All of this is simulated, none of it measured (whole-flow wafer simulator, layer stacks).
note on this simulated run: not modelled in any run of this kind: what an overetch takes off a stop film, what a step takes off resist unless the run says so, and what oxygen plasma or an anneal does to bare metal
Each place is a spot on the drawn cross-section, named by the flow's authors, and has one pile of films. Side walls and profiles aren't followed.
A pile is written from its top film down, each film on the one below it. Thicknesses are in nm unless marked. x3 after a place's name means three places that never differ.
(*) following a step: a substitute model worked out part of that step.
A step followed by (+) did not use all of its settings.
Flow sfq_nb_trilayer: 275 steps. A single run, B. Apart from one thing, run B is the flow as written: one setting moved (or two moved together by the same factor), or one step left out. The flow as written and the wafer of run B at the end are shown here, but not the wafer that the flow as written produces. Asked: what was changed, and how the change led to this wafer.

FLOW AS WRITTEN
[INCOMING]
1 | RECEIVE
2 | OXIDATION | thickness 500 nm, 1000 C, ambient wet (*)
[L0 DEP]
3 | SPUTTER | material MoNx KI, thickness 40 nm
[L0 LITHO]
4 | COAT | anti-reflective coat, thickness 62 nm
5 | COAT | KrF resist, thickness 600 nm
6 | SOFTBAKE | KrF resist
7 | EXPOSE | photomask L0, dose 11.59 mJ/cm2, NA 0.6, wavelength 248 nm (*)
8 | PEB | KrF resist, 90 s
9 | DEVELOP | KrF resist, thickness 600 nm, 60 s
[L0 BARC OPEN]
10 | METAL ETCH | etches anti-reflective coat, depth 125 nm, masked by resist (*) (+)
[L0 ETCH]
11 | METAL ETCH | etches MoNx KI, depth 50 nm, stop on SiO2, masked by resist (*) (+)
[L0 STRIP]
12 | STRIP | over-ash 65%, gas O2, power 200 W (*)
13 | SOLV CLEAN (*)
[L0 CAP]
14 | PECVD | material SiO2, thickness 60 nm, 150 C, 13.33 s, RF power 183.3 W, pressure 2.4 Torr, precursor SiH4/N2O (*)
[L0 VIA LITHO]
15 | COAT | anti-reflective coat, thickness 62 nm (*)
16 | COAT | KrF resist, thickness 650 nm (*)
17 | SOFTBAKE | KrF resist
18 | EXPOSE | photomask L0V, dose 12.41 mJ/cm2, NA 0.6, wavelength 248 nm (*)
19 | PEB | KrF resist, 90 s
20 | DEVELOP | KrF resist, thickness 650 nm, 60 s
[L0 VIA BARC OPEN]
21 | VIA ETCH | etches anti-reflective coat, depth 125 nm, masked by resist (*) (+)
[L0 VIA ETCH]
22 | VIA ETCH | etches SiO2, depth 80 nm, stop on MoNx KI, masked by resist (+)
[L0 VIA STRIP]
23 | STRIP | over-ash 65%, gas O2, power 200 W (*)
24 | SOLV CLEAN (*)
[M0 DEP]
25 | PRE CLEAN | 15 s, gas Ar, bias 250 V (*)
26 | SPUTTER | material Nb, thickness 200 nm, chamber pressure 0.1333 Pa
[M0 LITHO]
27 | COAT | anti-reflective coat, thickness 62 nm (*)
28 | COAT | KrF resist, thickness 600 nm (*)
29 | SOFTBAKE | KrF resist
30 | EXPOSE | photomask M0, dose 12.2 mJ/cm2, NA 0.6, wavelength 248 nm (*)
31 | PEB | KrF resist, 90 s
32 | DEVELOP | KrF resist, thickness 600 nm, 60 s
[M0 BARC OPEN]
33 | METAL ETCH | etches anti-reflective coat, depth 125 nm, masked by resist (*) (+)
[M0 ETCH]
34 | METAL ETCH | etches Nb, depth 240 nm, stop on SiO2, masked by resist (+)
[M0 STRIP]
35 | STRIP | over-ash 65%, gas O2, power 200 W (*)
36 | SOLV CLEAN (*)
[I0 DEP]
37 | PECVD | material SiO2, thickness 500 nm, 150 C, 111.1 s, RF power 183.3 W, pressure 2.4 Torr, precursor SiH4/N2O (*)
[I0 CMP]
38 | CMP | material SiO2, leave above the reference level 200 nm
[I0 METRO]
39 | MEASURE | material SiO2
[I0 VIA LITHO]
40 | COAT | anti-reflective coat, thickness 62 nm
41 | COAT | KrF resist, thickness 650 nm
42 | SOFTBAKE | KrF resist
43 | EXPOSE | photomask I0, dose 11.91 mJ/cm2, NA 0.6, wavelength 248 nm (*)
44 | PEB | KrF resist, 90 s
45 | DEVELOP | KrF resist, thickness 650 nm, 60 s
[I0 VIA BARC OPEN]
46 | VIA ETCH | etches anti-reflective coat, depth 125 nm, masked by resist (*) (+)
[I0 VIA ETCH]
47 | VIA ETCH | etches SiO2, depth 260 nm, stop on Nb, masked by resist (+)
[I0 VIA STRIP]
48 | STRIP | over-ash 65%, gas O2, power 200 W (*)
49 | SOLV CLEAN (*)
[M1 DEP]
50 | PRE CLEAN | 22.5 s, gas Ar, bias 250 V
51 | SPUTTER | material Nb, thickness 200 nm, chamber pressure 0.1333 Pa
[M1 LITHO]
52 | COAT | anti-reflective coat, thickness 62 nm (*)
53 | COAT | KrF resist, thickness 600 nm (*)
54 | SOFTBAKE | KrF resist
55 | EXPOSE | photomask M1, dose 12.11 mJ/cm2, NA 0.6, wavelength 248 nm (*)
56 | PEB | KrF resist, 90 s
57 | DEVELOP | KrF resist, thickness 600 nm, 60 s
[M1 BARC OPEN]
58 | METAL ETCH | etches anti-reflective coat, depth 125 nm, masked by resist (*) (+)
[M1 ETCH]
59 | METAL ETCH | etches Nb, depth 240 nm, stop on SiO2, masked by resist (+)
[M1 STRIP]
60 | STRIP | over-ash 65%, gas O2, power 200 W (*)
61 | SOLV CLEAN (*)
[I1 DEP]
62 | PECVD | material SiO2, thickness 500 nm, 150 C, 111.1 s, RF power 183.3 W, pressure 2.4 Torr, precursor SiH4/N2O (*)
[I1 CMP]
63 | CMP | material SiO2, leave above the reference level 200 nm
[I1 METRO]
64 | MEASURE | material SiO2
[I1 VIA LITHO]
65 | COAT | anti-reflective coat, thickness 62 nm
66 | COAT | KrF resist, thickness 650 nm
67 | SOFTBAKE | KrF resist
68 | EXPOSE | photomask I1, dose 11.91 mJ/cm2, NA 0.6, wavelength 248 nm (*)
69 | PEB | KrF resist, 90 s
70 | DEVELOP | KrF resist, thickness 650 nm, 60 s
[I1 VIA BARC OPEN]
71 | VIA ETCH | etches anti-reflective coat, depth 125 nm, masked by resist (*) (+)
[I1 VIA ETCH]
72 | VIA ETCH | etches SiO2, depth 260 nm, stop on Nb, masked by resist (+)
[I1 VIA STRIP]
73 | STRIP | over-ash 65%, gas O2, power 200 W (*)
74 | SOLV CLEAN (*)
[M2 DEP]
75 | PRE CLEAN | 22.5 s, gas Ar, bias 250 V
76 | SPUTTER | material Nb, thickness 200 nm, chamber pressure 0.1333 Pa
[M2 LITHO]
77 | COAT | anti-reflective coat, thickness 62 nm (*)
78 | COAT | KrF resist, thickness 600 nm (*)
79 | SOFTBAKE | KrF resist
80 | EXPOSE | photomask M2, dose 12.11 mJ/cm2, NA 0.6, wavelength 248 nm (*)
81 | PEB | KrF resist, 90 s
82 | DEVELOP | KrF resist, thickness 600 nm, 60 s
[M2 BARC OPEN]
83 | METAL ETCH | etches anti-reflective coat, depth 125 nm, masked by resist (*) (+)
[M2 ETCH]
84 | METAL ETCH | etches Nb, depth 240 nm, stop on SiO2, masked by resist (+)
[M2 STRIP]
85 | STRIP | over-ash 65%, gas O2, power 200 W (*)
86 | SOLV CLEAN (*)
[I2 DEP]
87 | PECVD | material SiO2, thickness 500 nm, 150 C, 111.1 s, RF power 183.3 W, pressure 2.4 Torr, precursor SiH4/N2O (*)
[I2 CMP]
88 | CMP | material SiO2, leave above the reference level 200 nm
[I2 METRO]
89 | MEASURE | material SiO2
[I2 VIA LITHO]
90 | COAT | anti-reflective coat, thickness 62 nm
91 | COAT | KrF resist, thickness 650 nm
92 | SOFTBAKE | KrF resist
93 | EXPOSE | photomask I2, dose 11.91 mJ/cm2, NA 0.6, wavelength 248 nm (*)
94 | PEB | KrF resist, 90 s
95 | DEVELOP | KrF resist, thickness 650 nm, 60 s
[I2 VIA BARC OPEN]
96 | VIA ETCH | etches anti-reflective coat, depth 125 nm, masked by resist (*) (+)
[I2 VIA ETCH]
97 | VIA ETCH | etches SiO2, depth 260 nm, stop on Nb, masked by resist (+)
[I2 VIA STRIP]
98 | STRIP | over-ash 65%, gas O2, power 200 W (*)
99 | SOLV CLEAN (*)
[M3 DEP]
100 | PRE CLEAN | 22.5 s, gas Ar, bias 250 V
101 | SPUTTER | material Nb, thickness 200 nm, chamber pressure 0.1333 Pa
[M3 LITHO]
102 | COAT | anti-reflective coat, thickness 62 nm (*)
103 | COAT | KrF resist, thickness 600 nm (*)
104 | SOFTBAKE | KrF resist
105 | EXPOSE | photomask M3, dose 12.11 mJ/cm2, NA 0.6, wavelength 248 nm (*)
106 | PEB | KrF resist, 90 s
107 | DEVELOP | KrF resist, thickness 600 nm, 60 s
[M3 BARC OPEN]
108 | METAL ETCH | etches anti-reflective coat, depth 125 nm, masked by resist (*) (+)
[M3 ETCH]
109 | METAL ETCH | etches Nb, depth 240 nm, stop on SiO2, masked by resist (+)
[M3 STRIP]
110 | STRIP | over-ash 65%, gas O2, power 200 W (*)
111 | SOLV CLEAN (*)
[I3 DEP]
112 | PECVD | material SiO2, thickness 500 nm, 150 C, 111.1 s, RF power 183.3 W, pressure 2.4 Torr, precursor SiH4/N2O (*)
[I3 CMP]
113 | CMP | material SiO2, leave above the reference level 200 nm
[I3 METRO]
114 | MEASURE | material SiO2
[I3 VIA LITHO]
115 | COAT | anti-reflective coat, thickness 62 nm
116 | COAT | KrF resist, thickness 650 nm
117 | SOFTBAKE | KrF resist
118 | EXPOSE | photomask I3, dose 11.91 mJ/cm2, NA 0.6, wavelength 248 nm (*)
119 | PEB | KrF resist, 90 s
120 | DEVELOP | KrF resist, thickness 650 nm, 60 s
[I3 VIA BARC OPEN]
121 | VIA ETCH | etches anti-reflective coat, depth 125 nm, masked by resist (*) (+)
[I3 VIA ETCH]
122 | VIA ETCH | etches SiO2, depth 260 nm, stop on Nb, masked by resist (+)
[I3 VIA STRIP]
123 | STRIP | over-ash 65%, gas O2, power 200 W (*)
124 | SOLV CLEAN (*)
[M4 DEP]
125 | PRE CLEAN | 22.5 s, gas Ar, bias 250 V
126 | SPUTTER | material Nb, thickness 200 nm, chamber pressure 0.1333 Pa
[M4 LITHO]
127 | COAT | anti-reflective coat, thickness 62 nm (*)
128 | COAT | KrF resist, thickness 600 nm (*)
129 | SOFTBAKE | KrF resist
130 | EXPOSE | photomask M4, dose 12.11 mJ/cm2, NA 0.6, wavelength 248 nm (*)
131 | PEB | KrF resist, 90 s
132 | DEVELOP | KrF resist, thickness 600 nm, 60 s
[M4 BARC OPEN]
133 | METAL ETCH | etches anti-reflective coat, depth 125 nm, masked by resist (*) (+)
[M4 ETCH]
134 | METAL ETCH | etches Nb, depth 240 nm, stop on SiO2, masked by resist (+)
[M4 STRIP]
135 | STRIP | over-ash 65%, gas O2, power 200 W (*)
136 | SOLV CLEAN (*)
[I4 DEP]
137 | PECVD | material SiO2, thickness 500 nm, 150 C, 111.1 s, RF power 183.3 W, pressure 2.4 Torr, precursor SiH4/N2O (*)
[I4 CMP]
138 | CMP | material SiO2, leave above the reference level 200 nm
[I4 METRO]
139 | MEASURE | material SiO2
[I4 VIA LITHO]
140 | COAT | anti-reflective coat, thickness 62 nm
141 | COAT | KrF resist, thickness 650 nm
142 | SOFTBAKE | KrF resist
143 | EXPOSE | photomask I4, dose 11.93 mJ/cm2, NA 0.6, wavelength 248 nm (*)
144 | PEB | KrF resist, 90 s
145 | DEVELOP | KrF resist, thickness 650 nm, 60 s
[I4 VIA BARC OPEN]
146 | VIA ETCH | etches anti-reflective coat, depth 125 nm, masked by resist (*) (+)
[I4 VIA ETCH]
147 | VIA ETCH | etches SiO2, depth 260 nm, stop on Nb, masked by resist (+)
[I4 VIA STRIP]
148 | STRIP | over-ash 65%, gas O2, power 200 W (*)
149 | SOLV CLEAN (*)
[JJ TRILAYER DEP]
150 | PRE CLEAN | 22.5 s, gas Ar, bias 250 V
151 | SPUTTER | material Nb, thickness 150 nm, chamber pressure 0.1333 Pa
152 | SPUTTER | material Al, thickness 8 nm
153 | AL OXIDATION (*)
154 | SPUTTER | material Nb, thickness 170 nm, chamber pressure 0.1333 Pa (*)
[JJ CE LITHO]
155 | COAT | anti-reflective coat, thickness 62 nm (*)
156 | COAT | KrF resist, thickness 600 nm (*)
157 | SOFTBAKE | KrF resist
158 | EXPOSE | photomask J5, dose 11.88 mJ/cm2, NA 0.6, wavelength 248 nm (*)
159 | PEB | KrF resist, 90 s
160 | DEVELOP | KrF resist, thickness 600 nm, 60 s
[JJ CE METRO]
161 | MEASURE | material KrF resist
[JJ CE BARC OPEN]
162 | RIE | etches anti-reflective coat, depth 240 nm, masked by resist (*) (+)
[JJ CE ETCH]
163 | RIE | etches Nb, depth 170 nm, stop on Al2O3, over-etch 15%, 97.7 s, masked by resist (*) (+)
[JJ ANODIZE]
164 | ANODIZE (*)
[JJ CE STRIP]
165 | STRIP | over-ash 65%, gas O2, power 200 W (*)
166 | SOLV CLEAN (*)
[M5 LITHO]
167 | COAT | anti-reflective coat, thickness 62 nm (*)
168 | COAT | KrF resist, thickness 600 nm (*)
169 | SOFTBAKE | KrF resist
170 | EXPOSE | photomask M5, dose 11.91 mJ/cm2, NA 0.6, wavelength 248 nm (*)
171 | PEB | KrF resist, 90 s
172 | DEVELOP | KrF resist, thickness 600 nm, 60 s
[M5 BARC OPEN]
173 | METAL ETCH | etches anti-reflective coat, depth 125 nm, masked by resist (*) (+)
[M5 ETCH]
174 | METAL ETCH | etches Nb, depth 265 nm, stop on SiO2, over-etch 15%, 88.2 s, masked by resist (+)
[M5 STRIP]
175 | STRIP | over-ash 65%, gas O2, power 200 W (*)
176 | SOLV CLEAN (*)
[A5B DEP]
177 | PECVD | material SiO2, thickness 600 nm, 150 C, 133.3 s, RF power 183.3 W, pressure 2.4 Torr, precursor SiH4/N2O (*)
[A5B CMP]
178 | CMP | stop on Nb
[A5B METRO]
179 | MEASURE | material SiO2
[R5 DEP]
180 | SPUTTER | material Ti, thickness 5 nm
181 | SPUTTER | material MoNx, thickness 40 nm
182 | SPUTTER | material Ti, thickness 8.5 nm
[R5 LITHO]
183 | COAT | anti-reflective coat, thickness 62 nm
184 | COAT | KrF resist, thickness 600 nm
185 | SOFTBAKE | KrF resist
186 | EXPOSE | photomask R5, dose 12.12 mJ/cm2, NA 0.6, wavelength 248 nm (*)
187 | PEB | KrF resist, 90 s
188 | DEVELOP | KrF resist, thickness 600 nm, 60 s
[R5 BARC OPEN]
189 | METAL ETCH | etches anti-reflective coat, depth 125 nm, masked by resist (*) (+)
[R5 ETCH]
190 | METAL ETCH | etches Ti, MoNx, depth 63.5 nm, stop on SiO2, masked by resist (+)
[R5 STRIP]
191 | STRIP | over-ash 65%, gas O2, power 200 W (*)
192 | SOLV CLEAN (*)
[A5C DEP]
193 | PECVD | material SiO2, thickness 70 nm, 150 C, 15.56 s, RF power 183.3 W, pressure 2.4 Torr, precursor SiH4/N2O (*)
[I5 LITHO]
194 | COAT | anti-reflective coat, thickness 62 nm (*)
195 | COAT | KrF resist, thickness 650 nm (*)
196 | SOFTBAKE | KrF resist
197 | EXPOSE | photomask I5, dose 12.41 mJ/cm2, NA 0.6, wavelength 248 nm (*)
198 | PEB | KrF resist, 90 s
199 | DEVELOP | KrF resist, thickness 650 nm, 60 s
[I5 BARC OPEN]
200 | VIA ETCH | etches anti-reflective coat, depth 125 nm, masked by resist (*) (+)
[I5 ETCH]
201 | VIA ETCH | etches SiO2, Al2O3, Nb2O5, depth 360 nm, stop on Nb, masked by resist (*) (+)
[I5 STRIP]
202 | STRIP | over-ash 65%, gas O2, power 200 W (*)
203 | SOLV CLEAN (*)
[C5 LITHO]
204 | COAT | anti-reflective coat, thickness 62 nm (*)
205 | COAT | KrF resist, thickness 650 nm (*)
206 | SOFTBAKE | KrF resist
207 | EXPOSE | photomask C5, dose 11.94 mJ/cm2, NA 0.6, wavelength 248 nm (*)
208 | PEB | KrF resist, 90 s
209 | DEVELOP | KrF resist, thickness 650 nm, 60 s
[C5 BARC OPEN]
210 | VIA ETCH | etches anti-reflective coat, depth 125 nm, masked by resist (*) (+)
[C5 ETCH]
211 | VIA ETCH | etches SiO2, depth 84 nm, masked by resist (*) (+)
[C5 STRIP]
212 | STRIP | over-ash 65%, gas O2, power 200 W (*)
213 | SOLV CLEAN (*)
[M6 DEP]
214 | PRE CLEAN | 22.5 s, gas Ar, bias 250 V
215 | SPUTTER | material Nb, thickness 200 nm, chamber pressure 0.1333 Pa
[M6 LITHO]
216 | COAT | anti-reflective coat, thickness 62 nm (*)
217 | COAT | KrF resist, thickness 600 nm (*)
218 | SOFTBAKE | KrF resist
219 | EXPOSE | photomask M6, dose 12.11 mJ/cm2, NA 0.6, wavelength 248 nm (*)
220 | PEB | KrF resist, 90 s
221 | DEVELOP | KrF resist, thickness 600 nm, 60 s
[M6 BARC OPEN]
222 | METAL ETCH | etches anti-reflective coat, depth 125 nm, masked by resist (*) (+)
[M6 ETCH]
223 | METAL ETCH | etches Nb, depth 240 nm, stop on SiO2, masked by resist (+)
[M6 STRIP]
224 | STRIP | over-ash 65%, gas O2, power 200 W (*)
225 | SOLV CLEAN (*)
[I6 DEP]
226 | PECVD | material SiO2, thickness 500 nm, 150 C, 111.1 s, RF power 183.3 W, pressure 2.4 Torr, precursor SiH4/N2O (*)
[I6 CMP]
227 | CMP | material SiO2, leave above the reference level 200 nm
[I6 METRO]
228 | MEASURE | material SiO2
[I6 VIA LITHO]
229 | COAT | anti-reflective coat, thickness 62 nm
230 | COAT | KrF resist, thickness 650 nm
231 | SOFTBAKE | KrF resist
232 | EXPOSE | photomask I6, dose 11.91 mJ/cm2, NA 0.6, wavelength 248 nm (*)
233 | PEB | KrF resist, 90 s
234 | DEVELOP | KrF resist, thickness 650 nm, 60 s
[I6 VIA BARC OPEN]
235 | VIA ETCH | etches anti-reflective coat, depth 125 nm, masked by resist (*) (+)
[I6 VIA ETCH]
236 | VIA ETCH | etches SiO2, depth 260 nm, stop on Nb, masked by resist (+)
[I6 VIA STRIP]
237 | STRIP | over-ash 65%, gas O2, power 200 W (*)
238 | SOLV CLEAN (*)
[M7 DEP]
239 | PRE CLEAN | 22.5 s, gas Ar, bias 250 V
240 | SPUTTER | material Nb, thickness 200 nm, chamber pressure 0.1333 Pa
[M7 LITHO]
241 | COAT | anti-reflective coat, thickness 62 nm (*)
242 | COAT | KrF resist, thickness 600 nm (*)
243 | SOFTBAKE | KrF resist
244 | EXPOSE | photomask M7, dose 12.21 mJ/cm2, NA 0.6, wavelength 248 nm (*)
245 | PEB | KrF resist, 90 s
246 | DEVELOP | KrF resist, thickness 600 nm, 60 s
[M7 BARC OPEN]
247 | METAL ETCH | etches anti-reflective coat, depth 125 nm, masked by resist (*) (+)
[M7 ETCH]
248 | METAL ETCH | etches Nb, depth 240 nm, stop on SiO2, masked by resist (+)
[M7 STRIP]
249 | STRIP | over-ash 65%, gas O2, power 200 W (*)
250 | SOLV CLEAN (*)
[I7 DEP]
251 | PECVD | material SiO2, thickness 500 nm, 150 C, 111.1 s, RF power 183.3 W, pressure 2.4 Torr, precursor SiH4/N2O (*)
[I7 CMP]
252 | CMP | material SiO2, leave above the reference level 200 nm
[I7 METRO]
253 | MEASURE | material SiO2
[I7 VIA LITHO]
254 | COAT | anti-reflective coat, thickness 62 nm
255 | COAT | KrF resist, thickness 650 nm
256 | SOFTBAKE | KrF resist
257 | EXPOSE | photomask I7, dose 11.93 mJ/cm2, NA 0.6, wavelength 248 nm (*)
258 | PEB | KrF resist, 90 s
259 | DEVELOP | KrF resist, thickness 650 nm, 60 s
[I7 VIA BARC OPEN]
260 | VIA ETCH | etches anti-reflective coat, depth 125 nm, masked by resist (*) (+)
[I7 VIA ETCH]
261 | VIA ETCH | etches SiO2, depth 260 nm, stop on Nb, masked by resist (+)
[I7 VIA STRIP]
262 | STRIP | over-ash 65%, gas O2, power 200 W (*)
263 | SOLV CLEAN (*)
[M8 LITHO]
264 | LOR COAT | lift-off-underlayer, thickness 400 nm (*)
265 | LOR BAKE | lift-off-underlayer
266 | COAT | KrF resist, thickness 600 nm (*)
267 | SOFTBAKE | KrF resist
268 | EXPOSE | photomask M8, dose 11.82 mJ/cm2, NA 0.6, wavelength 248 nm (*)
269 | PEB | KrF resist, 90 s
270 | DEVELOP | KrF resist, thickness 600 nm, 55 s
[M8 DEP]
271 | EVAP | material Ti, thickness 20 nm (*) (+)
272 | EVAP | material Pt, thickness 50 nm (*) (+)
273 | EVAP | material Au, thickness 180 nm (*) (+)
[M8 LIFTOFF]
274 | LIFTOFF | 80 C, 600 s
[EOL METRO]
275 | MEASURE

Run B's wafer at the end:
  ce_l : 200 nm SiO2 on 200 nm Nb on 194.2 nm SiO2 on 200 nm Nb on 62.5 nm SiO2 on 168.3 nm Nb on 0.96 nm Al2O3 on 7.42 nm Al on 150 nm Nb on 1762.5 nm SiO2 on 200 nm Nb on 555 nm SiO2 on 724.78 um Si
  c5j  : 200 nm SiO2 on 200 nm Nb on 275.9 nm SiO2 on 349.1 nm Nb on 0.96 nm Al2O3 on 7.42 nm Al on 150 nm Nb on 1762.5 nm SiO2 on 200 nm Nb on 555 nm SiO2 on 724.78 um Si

Cause: step 190, METAL ETCH: depth 55.2 nm was run, though the flow has depth 63.5 nm.

How this came from the change, step by step:
  190 | METAL ETCH | etches Ti, MoNx, depth 63.5 nm, stop on SiO2, masked by resist (+)
      be_r, r_sur, res, r_end, r5r_line_l, r5r_line_c, r5r_line_r: KrF resist loses 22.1 (in the flow as written it would be: KrF resist loses 25.4)
      ce_l, c5j, ce_r, wl_jj: Ti loses 8.5 (all of it), MoNx loses 40 (all of it), Ti loses 5 (all of it), Nb loses 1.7 (in the flow as written it would be: Ti loses 8.5 (all of it), MoNx loses 40 (all of it), Ti loses 5 (all of it), Nb loses 10)
  194 | COAT | anti-reflective coat, thickness 62 nm (*)
      wl_j_sl, wl_j_sr: anti-reflective coat gains 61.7 (new film) (in the flow as written it would be: anti-reflective coat gains 60.2 (new film))
      jj_sur: anti-reflective coat gains 62.3 (new film) (in the flow as written it would be: anti-reflective coat gains 60.8 (new film))
      (also at 5 further places)
  202 | STRIP | over-ash 65%, gas O2, power 200 W (*)
      wl_j_sl, wl_j_sr: KrF resist loses 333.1 (all of it), anti-reflective coat loses 61.7 (all of it) (in the flow as written it would be: KrF resist loses 333.3 (all of it), anti-reflective coat loses 60.2 (all of it))
      jj_sur: KrF resist loses 337 (all of it), anti-reflective coat loses 62.3 (all of it) (in the flow as written it would be: KrF resist loses 337.2 (all of it), anti-reflective coat loses 60.8 (all of it))
      (also at 5 further places)
  204 | COAT | anti-reflective coat, thickness 62 nm (*)
      wl_j_sl, wl_j_sr: anti-reflective coat gains 61.7 (new film) (in the flow as written it would be: anti-reflective coat gains 60.2 (new film))
      jj_sur: anti-reflective coat gains 61 (new film) (in the flow as written it would be: anti-reflective coat gains 59.5 (new film))
      (also at 5 further places)
  210 | VIA ETCH | etches anti-reflective coat, depth 125 nm, masked by resist (*) (+)
      c5j: anti-reflective coat loses 61.8 (all of it), SiO2 loses 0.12 (in the flow as written it would be: anti-reflective coat loses 63.9 (all of it), SiO2 loses 0.11)
  212 | STRIP | over-ash 65%, gas O2, power 200 W (*)
      wl_j_sl, wl_j_sr: KrF resist loses 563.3 (all of it), anti-reflective coat loses 61.7 (all of it) (in the flow as written it would be: KrF resist loses 563.4 (all of it), anti-reflective coat loses 60.2 (all of it))
      jj_sur: KrF resist loses 561.8 (all of it), anti-reflective coat loses 61 (all of it) (in the flow as written it would be: KrF resist loses 562 (all of it), anti-reflective coat loses 59.5 (all of it))
      (also at 4 further places)
  216 | COAT | anti-reflective coat, thickness 62 nm (*)
      wl_j_sl, wl_j_sr: anti-reflective coat gains 61.7 (new film) (in the flow as written it would be: anti-reflective coat gains 60.2 (new film))
      jj_sur: anti-reflective coat gains 58.2 (new film) (in the flow as written it would be: anti-reflective coat gains 56.1 (new film))
      (also at 4 further places)
  224 | STRIP | over-ash 65%, gas O2, power 200 W (*)
      wl_j_sl, wl_j_sr: KrF resist loses 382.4 (all of it), anti-reflective coat loses 61.7 (all of it) (in the flow as written it would be: KrF resist loses 382.5 (all of it), anti-reflective coat loses 60.2 (all of it))
      jj_sur: KrF resist loses 378 (all of it), anti-reflective coat loses 58.2 (all of it) (in the flow as written it would be: KrF resist loses 378.5 (all of it), anti-reflective coat loses 56.1 (all of it))
      (also at 4 further places)
  227 | CMP | material SiO2, leave above the reference level 200 nm
      ce_l, ce_r, wl_jj: SiO2 loses 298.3 (in the flow as written it would be: SiO2 loses 290)
      c5j: SiO2 loses 231.3 (in the flow as written it would be: SiO2 loses 223)
